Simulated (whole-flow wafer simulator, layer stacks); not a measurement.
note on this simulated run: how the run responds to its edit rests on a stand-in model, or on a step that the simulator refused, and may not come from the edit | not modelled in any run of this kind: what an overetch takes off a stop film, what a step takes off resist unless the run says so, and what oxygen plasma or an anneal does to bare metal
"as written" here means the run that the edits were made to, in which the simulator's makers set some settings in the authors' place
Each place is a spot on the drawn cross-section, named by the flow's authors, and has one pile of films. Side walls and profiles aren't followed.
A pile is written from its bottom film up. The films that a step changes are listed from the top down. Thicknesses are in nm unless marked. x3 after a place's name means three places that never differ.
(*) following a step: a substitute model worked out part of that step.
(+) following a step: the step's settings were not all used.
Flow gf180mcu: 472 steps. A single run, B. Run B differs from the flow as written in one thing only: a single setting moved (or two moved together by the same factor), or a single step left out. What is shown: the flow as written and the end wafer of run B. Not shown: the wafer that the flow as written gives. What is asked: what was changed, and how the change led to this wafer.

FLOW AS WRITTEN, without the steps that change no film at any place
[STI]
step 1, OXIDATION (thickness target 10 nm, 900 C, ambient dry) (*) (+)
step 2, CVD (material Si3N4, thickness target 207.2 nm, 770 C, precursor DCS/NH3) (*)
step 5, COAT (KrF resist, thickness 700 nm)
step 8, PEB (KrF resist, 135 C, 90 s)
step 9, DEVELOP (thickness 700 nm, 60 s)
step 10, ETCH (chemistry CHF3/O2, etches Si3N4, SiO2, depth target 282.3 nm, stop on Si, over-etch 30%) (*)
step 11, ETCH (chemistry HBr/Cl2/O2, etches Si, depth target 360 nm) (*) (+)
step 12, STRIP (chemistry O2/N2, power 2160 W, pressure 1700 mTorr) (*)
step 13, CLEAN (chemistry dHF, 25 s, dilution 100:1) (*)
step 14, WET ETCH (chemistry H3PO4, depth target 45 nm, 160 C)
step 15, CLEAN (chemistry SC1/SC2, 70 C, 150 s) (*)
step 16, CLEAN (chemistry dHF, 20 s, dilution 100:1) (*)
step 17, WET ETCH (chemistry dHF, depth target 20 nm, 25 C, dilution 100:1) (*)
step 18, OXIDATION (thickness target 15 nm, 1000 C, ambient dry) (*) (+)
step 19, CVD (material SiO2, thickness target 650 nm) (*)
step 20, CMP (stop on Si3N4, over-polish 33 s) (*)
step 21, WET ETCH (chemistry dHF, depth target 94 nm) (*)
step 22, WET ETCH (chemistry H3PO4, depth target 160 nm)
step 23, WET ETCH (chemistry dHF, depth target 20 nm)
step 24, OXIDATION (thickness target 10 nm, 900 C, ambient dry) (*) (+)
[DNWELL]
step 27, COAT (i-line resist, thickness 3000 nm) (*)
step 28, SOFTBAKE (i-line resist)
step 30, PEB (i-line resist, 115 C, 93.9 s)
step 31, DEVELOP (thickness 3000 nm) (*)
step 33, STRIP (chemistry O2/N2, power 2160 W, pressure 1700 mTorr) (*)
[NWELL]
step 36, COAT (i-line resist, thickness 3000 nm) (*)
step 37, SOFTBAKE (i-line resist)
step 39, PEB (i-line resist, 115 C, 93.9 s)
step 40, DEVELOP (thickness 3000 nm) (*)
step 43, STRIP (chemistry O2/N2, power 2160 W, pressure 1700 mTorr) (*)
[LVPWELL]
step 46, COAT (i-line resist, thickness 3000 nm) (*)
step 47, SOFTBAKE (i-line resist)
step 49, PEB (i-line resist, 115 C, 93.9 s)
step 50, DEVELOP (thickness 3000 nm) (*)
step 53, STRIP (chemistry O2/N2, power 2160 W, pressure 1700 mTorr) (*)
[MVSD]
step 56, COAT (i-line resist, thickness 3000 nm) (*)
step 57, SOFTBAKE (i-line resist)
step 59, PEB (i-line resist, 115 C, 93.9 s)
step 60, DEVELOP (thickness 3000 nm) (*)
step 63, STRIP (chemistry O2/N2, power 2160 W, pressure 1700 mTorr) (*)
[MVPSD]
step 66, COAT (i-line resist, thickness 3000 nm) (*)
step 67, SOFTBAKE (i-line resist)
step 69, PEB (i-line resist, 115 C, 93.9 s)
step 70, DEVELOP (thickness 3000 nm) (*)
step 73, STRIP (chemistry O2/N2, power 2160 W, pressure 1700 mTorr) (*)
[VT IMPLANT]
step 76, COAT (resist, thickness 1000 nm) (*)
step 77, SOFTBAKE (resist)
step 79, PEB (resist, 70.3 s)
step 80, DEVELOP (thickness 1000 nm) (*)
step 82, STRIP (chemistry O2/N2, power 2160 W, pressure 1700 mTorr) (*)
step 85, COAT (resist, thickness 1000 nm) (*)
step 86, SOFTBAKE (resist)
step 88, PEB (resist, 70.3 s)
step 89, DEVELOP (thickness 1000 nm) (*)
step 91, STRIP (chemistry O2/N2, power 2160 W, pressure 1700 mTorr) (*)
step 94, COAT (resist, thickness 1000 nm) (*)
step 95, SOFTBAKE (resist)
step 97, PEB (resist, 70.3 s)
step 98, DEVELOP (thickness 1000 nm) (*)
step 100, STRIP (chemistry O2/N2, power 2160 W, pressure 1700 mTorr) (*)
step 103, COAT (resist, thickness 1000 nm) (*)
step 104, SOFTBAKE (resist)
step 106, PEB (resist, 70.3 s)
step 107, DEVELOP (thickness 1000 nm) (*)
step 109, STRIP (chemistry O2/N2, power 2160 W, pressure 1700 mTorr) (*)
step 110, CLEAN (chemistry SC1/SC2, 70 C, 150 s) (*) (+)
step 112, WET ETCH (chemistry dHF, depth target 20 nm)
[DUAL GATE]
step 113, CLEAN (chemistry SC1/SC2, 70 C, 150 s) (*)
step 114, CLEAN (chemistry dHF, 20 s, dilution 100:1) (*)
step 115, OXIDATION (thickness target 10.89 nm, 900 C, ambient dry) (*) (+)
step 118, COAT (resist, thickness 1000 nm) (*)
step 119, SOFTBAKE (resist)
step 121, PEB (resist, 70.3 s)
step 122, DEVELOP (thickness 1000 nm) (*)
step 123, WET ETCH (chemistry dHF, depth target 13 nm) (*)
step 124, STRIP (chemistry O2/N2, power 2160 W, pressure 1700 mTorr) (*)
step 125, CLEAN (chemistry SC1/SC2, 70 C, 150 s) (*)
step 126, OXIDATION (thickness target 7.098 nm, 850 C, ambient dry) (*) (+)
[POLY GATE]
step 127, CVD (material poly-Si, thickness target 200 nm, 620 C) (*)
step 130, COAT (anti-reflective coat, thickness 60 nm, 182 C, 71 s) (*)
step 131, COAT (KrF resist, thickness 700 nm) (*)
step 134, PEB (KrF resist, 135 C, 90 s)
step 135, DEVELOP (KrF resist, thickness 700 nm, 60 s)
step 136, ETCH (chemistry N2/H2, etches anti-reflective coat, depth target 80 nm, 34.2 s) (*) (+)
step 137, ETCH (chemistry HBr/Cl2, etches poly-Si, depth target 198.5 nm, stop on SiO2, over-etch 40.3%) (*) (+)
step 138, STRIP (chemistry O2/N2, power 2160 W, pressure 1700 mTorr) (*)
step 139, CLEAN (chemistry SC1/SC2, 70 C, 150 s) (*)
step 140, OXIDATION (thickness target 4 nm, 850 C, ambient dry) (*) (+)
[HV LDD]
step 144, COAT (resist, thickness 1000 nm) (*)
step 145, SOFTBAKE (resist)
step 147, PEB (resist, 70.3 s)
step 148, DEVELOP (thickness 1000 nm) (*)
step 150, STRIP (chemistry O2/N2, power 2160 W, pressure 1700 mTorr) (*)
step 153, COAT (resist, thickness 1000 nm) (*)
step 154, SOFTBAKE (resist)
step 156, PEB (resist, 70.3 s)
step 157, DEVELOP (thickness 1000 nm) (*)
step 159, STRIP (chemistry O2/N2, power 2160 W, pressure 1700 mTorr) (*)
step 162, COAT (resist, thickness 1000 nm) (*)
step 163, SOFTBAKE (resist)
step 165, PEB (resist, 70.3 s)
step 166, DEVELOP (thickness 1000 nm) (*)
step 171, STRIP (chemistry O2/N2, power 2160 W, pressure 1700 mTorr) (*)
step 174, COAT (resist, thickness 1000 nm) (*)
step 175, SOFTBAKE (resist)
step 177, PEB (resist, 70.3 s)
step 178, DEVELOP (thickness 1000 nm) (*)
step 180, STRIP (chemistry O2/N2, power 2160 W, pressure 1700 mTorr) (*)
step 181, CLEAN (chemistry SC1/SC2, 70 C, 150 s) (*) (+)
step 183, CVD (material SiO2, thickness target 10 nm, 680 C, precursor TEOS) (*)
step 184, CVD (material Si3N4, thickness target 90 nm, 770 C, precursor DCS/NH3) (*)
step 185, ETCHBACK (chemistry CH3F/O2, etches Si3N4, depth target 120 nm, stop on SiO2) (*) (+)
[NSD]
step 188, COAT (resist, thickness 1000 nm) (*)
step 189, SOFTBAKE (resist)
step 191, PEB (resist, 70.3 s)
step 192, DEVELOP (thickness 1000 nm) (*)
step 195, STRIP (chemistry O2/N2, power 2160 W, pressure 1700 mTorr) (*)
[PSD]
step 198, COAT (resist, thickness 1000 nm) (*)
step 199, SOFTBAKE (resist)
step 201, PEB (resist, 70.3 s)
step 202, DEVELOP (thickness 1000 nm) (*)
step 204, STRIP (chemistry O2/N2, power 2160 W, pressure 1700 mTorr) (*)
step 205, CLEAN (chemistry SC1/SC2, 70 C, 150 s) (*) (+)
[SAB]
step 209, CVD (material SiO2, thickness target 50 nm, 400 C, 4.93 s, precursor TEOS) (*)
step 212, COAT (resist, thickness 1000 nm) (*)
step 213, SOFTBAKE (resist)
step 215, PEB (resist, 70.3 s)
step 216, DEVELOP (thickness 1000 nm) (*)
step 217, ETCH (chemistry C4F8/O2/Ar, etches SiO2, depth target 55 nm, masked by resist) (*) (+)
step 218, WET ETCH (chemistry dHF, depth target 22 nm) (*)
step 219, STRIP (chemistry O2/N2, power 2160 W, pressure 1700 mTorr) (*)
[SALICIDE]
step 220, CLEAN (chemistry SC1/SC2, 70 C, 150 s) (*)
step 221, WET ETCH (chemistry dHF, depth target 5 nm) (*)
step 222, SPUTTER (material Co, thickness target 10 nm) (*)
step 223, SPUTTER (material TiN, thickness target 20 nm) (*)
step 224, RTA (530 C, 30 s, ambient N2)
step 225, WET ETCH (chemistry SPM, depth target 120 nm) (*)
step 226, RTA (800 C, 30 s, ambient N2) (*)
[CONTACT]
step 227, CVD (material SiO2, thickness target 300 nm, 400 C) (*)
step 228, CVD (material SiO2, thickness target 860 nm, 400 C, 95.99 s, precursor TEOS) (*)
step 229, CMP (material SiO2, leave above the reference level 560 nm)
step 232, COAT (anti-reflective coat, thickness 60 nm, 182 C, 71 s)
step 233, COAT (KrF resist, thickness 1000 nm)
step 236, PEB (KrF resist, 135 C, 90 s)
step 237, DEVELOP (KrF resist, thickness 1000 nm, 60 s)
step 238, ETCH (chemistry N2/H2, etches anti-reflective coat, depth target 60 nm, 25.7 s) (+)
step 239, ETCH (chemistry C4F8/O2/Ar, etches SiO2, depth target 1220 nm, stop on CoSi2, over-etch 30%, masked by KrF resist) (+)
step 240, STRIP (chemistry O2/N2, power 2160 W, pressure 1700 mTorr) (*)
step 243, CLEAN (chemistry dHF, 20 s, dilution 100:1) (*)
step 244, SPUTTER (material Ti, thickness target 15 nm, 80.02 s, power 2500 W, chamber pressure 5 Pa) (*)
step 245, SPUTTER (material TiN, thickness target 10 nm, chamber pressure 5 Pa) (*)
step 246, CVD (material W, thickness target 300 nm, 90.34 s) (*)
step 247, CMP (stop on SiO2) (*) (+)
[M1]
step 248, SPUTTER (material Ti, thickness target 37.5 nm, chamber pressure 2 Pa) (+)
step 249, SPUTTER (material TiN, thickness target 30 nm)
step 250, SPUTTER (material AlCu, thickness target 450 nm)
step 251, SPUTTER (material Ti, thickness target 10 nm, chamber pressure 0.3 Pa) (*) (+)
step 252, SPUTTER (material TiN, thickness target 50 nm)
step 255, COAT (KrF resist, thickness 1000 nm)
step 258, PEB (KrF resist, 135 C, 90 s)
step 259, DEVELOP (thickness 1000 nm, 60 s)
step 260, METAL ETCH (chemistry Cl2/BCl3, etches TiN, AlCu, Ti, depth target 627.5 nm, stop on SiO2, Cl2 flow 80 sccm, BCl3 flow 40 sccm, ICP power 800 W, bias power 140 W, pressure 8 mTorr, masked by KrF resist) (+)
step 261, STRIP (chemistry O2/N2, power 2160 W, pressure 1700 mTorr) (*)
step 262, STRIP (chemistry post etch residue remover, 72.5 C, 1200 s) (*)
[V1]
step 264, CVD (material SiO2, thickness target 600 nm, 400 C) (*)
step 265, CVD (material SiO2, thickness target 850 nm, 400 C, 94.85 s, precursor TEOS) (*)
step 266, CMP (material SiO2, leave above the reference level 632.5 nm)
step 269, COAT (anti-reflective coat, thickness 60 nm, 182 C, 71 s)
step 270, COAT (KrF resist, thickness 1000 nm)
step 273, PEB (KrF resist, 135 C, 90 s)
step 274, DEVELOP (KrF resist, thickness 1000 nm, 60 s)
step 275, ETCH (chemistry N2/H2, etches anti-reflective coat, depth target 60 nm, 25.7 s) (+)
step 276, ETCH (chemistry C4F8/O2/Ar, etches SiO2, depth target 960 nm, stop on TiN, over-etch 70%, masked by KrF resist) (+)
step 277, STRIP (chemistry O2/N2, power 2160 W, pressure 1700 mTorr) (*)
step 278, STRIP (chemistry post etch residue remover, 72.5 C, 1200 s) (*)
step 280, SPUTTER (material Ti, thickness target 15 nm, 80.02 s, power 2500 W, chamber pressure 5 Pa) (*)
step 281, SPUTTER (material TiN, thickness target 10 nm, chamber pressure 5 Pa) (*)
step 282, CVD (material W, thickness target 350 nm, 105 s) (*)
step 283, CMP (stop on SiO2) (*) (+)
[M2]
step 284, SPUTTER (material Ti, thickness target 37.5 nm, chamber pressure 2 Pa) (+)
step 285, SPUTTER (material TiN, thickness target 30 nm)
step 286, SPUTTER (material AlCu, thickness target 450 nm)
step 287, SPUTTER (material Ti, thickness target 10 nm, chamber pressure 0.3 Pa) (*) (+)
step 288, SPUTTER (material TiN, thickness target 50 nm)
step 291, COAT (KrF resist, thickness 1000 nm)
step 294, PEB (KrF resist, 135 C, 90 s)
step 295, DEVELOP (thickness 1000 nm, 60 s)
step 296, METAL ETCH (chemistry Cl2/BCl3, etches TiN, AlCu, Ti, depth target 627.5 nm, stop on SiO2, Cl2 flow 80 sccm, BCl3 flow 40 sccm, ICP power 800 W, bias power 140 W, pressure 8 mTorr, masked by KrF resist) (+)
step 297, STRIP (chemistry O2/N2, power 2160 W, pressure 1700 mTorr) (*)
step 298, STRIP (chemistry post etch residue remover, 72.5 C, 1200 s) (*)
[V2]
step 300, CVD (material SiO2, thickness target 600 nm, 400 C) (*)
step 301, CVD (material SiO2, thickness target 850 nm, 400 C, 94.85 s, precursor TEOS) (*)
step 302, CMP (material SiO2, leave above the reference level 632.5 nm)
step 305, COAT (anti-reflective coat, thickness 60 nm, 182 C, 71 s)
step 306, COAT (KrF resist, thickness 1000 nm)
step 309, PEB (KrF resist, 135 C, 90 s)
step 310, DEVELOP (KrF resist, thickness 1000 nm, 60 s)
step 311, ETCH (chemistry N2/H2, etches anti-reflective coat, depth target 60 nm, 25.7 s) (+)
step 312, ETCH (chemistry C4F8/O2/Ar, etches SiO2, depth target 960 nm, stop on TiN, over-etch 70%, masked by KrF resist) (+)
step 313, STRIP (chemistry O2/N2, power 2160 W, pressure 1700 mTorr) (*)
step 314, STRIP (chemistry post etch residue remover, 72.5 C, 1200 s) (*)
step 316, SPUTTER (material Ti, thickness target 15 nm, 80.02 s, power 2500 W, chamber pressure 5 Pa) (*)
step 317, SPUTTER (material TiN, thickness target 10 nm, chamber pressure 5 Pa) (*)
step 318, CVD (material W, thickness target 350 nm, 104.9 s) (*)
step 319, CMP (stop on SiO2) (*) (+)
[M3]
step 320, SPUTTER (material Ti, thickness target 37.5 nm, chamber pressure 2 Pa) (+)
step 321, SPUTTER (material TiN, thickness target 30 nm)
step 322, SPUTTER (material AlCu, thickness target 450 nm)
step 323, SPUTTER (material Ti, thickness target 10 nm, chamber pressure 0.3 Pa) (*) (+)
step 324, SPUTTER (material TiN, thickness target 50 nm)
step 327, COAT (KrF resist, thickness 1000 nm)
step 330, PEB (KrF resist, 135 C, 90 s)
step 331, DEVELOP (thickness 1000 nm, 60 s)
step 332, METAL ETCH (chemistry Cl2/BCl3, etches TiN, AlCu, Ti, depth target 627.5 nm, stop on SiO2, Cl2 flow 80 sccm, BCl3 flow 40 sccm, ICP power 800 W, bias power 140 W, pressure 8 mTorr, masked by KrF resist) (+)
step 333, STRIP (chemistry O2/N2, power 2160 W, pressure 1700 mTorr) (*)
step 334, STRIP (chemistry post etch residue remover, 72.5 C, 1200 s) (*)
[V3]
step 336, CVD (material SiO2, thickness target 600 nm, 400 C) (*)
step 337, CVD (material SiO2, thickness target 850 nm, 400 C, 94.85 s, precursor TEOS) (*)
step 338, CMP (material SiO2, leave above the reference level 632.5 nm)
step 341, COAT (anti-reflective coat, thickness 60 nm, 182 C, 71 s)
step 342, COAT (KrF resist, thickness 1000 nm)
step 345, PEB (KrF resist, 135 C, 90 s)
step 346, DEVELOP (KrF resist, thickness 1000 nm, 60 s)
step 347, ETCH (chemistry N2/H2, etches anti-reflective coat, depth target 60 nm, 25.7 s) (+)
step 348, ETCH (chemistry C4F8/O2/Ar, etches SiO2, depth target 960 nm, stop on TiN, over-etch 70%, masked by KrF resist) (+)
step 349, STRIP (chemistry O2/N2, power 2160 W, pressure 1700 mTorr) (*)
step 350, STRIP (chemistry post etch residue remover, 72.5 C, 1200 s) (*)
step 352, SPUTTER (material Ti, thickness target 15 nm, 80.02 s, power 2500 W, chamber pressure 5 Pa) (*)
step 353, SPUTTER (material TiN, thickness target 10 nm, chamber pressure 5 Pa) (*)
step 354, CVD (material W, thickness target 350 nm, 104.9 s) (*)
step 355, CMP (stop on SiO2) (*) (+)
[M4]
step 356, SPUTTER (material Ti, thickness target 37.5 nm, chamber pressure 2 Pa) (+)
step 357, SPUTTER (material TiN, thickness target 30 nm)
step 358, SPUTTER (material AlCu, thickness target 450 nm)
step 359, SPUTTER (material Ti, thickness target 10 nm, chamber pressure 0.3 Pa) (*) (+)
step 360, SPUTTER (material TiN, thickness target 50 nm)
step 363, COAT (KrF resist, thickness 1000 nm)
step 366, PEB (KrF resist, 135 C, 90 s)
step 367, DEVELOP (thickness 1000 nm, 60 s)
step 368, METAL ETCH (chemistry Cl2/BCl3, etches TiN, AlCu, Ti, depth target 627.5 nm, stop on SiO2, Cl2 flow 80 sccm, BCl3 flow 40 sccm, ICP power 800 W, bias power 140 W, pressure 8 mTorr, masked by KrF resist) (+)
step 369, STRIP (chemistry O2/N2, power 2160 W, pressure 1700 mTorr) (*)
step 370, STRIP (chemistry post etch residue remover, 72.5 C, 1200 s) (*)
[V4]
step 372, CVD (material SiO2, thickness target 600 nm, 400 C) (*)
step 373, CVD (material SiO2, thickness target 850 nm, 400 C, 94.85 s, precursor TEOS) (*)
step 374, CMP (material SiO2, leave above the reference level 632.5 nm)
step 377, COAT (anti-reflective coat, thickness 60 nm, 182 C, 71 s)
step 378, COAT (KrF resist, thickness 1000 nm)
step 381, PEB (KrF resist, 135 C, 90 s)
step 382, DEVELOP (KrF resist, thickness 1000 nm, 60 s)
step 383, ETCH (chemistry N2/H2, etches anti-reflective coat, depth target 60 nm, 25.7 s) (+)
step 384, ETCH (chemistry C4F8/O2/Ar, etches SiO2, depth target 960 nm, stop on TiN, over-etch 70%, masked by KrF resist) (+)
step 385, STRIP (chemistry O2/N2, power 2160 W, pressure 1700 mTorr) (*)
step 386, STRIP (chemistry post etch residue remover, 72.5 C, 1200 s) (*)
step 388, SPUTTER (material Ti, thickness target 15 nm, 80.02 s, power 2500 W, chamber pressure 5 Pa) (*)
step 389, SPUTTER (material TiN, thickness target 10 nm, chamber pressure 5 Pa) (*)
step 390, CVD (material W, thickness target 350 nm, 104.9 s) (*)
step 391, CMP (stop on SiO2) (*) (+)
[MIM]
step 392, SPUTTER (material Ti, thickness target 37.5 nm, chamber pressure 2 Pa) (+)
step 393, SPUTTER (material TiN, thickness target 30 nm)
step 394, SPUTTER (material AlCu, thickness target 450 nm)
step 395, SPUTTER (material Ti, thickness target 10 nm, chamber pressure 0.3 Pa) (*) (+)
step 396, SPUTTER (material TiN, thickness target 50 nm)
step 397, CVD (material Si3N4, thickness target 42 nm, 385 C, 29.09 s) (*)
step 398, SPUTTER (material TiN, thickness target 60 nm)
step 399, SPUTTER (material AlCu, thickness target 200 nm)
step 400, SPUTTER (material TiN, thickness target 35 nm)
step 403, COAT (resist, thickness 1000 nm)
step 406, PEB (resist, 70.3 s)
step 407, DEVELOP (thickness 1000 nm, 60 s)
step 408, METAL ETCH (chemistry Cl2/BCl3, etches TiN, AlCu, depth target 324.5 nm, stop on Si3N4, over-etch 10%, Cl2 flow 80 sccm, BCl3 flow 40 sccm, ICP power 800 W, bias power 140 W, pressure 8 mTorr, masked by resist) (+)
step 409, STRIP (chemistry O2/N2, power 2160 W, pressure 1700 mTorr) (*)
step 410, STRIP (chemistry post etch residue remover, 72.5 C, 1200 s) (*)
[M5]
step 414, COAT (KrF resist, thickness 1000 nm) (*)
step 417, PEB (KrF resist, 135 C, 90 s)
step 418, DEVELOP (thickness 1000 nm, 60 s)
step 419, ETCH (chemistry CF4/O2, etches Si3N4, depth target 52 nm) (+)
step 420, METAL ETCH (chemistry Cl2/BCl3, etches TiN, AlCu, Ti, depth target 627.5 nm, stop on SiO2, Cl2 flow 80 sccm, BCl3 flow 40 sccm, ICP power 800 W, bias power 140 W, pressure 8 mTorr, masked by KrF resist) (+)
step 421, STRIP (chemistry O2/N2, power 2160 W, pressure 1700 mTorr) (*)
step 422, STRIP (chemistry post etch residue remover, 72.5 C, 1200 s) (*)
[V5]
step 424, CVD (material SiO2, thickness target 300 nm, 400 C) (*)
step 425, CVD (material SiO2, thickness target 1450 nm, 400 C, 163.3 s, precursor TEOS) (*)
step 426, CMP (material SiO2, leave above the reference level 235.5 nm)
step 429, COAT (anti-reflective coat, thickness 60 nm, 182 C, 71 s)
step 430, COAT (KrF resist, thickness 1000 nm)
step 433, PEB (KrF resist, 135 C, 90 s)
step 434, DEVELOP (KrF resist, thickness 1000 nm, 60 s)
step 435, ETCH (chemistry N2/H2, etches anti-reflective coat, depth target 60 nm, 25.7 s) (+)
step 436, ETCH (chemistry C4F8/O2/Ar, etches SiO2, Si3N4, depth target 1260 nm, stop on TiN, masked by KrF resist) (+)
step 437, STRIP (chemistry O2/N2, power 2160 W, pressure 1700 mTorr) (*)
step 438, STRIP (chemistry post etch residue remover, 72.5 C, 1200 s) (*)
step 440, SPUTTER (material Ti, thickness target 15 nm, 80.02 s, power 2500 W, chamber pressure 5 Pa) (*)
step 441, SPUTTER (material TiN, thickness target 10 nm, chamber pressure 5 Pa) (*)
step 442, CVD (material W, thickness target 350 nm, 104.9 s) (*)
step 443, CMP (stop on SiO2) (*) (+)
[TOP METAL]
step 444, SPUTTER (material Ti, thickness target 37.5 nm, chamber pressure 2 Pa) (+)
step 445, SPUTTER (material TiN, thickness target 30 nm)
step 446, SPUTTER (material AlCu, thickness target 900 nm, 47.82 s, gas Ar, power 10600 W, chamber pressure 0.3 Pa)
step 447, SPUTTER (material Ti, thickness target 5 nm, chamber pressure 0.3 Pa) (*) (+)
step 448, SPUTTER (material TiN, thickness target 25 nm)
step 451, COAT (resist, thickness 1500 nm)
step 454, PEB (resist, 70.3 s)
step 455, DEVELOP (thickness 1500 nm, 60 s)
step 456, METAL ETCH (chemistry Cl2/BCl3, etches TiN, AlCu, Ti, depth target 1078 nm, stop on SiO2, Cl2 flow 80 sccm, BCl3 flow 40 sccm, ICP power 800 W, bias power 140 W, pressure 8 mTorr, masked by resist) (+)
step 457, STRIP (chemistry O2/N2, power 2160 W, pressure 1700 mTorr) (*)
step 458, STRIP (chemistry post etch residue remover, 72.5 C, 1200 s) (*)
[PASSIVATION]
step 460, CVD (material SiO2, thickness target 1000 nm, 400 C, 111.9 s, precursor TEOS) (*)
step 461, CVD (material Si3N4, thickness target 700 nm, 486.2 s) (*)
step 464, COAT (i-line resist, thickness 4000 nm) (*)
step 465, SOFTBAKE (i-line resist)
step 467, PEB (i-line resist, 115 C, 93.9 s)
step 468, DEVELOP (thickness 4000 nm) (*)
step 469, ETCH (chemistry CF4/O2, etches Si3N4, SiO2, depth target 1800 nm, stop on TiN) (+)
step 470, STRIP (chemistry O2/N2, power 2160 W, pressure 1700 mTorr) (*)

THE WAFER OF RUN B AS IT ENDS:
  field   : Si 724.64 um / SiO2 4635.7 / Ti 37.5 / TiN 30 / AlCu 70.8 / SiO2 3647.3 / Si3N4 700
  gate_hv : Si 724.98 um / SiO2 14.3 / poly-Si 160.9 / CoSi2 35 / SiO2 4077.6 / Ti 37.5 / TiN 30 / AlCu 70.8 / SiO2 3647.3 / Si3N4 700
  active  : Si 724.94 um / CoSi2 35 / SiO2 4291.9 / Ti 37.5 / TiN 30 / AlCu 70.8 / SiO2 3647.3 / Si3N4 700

What caused this: step 358, SPUTTER: thickness target 644 nm was run, though the flow has thickness target 450 nm.

The path from the change to this, step by step:
  step 358, SPUTTER (material AlCu, thickness target 450 nm)
      field, field__w1, field__w2 and 108 more: +644 AlCu (new film) (in the flow as written it would be: +450 AlCu (new film))
  step 368, METAL ETCH (chemistry Cl2/BCl3, etches TiN, AlCu, Ti, depth target 627.5 nm, stop on SiO2, Cl2 flow 80 sccm, BCl3 flow 40 sccm, ICP power 800 W, bias power 140 W, pressure 8 mTorr, masked by KrF resist) (+)
      field, field__w1, field__w2 and 103 more: -50 TiN (all of it), -10 Ti (all of it), -567.5 AlCu (in the flow as written it would be: -50 TiN (all of it), -10 Ti (all of it), -450 AlCu (all of it), -30 TiN (all of it), -37.5 Ti (all of it))
  step 370, STRIP (chemistry post etch residue remover, 72.5 C, 1200 s) (*)
      field, field__w1, field__w2 and 103 more: -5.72 AlCu (in the flow as written it would be: nothing)
  step 372, CVD (material SiO2, thickness target 600 nm, 400 C) (*)
      field, field__w1, field__w2 and 103 more: +600 SiO2 (new film) (in the flow as written it would be: +600 SiO2)
  step 374, CMP (material SiO2, leave above the reference level 632.5 nm)
      field, field__w1, field__w2 and 103 more: -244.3 SiO2 (in the flow as written it would be: -300 SiO2)
Taking metal films that touch as one body, field has 1 body; the flow as written gives 0 bodies.
Taking metal films that touch as one body, gate_hv has 2 bodies (between them, from the top down: SiO2 4077.6); the flow as written gives 1 body.
Taking metal films that touch as one body, active has 2 bodies (between them, from the top down: SiO2 4291.9); the flow as written gives 1 body.
